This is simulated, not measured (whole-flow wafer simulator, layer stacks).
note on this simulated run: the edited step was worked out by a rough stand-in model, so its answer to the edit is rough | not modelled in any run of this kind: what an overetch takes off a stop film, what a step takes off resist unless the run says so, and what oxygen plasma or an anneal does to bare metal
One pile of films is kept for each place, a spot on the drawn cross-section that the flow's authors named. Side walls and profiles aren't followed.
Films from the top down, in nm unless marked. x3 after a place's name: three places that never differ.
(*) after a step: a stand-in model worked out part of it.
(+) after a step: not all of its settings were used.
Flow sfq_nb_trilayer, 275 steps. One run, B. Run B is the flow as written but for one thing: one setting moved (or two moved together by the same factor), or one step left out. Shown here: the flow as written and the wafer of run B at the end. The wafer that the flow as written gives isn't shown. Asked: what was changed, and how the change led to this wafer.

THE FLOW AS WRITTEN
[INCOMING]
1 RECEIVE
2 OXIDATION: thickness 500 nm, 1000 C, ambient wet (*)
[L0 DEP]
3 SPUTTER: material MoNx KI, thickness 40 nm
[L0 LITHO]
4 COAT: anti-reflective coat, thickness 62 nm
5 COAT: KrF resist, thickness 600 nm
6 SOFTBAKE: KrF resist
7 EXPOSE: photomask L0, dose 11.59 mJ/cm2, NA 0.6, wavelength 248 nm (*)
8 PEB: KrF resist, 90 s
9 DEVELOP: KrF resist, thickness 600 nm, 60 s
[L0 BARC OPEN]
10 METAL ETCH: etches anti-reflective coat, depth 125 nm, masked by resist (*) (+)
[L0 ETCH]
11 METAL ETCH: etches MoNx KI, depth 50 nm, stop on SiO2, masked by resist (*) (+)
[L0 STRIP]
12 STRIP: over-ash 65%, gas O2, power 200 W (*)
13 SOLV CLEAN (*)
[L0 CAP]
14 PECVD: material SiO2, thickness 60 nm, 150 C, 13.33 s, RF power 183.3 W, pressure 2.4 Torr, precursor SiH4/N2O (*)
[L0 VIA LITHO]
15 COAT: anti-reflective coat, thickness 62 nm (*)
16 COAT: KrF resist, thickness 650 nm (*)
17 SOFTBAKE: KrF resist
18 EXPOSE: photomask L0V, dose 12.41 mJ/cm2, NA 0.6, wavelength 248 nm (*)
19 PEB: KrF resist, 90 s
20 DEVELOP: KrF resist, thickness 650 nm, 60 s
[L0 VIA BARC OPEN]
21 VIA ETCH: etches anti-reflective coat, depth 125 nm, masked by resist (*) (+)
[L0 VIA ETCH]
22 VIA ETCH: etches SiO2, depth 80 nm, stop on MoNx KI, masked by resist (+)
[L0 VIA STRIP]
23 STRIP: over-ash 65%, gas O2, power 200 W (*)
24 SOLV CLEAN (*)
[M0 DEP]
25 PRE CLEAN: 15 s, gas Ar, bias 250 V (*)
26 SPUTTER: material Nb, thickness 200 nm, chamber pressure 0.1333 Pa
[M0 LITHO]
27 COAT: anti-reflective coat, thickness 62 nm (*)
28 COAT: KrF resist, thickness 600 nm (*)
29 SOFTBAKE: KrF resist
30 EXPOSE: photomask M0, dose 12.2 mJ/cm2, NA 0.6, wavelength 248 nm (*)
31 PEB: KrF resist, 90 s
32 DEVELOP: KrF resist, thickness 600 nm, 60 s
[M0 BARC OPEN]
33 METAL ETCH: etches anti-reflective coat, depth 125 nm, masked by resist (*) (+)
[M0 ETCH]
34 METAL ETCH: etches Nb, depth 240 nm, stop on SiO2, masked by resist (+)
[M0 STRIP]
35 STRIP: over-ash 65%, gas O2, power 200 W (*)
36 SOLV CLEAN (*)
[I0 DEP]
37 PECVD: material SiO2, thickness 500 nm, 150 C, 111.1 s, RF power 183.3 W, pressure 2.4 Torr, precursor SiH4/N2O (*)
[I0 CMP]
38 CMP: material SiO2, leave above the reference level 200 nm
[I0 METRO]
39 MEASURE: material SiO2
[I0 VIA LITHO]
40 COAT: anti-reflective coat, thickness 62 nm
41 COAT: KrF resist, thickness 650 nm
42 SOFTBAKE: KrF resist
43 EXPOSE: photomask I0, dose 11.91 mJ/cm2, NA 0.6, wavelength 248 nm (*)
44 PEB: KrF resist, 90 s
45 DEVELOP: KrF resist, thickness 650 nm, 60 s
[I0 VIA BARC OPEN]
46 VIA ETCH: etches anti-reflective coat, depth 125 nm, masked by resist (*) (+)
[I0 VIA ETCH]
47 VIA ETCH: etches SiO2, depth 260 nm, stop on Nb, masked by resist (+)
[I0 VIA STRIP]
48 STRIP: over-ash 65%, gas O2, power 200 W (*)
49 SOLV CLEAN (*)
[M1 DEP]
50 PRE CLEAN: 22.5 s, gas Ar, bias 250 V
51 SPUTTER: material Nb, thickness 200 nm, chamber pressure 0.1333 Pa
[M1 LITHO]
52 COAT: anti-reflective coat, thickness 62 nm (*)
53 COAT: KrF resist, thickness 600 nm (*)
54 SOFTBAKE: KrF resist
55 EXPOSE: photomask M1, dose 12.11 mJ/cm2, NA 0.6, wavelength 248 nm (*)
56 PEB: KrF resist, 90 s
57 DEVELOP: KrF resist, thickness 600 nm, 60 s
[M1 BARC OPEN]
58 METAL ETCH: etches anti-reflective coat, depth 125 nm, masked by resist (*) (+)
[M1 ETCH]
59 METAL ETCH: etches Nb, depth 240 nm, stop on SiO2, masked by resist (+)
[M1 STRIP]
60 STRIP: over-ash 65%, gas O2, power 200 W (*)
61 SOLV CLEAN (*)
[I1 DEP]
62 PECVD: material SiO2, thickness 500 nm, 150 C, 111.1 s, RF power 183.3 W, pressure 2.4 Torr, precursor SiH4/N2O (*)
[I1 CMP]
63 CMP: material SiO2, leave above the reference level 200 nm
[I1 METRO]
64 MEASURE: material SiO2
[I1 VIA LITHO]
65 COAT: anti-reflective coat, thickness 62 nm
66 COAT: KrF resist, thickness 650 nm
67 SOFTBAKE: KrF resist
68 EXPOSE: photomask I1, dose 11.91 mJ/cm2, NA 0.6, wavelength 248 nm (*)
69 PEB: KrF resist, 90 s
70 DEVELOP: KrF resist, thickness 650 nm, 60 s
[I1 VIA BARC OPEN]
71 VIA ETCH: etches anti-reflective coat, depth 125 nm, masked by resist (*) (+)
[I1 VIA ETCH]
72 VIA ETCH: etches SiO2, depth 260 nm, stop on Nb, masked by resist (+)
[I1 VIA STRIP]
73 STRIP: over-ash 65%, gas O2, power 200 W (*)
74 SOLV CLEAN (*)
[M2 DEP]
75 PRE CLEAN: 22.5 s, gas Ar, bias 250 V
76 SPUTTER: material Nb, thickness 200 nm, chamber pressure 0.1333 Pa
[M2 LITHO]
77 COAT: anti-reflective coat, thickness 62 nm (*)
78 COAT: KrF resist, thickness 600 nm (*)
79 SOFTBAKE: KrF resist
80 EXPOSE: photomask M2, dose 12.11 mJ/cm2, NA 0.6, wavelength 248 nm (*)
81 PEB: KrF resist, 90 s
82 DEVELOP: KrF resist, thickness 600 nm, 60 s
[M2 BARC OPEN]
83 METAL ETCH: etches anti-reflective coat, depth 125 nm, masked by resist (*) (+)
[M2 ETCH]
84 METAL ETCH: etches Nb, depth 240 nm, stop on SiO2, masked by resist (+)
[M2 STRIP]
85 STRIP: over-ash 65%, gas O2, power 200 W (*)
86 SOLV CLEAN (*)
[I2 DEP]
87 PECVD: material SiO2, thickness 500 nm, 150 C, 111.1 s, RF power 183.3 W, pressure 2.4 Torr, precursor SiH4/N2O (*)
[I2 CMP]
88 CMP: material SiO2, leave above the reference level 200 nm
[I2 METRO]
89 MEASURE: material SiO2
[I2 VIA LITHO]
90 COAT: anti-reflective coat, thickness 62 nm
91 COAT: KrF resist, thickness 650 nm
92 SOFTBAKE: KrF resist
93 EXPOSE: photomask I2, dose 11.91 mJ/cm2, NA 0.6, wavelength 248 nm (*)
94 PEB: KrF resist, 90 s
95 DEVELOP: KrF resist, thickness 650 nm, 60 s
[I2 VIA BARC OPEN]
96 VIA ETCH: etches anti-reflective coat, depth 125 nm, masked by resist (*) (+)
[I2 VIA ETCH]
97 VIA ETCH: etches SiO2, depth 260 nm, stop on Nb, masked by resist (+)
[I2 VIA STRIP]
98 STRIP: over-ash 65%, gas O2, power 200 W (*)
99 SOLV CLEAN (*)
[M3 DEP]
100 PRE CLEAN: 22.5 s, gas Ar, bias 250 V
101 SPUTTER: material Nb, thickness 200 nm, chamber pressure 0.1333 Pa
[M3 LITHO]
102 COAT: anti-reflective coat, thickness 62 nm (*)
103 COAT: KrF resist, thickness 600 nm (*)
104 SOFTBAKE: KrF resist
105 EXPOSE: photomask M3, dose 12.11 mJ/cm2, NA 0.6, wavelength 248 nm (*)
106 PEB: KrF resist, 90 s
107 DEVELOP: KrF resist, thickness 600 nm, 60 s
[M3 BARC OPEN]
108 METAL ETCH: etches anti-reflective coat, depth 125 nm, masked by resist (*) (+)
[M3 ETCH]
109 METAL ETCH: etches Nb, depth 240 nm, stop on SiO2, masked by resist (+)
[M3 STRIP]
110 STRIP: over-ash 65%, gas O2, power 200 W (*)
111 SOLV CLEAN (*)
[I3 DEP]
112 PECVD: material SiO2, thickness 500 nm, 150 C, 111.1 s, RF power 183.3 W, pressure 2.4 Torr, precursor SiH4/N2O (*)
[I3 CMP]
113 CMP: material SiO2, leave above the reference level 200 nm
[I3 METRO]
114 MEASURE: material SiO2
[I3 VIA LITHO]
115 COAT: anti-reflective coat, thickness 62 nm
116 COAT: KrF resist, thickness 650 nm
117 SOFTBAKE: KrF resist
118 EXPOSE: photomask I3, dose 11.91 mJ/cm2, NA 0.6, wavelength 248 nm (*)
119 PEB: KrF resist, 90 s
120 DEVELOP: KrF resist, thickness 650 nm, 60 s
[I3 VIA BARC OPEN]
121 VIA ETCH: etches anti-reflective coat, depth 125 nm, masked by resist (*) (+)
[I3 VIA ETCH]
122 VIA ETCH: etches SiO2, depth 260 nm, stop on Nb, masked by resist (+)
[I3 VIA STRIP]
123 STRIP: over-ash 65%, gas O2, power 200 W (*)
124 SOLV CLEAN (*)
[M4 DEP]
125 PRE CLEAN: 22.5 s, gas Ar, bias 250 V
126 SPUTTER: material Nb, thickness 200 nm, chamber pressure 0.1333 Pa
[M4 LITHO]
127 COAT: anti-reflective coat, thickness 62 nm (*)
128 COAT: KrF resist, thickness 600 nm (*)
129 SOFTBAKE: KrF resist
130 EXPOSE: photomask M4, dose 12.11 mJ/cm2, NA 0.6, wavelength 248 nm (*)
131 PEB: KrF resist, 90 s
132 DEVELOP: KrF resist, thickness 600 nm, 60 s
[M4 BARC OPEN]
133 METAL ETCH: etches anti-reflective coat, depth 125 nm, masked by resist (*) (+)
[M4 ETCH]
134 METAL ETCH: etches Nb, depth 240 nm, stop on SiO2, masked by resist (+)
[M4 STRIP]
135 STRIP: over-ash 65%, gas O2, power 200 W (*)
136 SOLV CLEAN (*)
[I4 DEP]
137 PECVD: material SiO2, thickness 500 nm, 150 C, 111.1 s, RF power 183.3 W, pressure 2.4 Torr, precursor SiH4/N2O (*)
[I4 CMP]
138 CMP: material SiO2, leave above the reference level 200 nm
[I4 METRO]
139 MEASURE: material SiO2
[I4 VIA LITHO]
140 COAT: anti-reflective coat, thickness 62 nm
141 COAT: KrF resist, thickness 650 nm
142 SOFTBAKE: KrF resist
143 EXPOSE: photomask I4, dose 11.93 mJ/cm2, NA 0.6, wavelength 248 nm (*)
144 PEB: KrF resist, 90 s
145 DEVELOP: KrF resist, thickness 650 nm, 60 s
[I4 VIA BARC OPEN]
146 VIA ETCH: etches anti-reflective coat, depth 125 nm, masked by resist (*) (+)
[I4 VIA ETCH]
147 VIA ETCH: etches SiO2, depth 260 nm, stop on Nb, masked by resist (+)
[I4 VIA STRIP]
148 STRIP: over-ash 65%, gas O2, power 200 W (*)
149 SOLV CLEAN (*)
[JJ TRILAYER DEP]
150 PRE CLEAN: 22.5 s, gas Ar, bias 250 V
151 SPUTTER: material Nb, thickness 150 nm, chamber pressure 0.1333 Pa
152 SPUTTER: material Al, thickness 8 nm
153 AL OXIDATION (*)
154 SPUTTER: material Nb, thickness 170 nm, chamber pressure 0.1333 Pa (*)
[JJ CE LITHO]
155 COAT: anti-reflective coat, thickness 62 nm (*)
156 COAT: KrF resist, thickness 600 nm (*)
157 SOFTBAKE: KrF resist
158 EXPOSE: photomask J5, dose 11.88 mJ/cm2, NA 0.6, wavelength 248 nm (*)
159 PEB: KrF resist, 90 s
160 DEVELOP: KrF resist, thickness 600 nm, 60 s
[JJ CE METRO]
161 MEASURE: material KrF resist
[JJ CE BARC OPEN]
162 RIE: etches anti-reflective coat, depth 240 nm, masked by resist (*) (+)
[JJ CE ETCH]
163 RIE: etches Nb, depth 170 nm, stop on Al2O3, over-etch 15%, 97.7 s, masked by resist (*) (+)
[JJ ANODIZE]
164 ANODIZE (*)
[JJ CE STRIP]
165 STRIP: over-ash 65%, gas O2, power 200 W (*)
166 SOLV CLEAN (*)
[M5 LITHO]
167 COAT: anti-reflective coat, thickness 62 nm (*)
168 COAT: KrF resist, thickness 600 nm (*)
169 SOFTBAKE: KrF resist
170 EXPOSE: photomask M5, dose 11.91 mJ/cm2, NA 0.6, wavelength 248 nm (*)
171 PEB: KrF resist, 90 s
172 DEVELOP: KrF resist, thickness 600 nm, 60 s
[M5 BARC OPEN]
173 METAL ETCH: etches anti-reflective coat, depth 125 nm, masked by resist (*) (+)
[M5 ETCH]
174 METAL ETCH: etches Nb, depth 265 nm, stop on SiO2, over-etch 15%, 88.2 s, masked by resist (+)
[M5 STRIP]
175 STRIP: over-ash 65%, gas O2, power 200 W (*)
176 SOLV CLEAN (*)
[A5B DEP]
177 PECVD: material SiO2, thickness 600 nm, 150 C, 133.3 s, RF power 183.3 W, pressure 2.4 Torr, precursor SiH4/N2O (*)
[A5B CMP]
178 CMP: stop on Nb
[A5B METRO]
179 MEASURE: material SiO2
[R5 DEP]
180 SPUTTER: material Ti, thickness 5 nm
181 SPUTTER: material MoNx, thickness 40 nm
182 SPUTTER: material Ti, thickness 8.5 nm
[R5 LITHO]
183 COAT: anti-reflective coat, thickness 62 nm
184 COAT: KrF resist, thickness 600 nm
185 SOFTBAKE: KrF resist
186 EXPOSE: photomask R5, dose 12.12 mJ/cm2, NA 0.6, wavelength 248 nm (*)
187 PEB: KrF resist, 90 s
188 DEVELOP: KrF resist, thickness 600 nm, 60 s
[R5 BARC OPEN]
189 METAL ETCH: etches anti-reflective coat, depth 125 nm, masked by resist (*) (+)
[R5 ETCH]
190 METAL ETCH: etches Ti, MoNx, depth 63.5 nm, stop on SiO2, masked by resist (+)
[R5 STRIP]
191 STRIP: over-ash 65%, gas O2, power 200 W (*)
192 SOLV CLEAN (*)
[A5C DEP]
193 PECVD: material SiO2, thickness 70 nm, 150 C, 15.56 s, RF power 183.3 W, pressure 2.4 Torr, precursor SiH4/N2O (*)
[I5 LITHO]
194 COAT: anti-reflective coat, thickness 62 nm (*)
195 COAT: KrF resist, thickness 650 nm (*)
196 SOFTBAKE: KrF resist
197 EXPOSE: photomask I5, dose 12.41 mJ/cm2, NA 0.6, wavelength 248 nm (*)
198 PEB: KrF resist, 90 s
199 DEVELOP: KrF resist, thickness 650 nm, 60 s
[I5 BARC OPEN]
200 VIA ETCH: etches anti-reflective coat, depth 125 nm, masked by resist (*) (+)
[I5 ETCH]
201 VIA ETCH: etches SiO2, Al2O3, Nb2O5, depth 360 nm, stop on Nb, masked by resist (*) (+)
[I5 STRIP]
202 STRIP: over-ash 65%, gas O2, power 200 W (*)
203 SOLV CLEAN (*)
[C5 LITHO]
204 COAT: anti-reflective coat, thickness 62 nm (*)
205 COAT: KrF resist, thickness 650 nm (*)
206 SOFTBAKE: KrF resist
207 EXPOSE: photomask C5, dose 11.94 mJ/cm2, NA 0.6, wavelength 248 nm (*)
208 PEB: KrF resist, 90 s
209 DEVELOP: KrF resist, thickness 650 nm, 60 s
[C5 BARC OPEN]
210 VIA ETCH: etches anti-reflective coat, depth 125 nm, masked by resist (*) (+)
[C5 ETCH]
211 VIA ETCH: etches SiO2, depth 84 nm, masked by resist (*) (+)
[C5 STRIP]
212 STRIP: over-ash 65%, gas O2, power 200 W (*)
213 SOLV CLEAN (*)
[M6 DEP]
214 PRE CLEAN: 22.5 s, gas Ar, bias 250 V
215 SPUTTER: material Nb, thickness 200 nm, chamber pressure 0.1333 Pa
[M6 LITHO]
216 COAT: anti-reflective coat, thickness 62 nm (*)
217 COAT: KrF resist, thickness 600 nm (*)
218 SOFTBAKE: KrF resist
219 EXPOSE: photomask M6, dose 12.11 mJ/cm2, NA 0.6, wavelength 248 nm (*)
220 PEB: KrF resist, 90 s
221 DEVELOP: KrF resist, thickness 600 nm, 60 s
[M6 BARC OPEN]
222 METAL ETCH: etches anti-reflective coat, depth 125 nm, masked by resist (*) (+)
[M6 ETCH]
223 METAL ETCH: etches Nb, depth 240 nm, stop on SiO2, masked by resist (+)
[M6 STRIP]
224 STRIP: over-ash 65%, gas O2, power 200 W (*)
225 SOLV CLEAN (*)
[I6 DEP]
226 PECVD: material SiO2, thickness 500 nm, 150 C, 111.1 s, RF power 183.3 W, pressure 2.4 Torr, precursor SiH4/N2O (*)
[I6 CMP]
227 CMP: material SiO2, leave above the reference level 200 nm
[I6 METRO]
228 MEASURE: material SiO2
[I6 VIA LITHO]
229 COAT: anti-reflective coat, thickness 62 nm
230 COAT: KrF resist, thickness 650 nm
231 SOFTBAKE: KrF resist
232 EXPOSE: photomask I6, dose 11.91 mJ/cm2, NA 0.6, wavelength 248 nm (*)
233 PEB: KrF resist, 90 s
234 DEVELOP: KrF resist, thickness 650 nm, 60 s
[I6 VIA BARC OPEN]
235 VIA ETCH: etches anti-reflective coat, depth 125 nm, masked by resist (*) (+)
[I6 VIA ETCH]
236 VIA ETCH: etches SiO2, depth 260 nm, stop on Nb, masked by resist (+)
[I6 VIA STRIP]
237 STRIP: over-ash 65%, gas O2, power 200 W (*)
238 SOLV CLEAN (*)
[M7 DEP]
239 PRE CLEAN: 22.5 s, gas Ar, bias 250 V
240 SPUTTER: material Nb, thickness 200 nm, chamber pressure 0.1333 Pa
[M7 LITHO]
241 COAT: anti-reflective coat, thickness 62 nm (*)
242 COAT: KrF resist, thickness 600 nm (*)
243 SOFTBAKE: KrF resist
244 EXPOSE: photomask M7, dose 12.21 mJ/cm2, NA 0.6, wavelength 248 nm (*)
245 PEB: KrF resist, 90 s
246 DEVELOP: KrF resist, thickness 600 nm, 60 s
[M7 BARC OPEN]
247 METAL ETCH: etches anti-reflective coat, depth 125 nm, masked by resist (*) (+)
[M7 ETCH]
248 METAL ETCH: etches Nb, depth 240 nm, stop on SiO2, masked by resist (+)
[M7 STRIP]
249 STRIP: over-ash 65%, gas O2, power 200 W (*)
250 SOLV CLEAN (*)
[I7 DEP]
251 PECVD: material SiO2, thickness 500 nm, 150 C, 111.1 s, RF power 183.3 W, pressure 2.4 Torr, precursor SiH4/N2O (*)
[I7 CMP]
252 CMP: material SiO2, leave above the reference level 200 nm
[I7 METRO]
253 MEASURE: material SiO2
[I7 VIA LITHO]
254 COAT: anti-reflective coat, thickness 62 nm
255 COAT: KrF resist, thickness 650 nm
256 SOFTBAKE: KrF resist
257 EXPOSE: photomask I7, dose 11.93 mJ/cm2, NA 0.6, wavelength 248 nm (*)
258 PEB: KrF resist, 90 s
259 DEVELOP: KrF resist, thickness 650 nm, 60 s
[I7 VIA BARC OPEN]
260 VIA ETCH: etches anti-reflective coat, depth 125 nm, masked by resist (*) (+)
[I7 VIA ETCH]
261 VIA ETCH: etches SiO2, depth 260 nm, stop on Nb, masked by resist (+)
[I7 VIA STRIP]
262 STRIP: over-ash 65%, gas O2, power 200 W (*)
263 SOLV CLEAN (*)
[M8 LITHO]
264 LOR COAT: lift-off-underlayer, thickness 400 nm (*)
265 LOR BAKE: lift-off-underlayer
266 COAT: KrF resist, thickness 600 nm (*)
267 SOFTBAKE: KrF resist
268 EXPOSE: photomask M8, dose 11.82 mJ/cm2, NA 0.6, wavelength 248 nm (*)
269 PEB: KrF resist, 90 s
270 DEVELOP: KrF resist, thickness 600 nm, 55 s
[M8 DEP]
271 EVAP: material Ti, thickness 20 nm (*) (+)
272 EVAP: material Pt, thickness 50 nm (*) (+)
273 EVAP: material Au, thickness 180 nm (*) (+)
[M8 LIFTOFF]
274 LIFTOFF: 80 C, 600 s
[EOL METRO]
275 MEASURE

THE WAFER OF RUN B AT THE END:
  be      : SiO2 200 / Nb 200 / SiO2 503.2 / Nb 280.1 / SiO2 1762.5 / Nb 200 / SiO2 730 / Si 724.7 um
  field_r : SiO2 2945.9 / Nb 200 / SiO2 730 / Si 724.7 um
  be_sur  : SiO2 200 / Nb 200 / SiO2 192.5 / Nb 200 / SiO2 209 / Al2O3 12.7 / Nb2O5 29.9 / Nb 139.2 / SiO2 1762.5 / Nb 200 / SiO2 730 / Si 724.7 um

The cause: step 2, OXIDATION: thickness 675 nm was run, where the flow has thickness 500 nm.

How the change led to this, step by step:
  2 OXIDATION: thickness 500 nm, 1000 C, ambient wet (*)
      field_l, v_sur, via_wl and 103 more: SiO2 +675 (new film), chemical SiO2 -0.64 (all of it), Si -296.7 (as written it would be: SiO2 +500 (new film), chemical SiO2 -0.64 (all of it), Si -219.7)
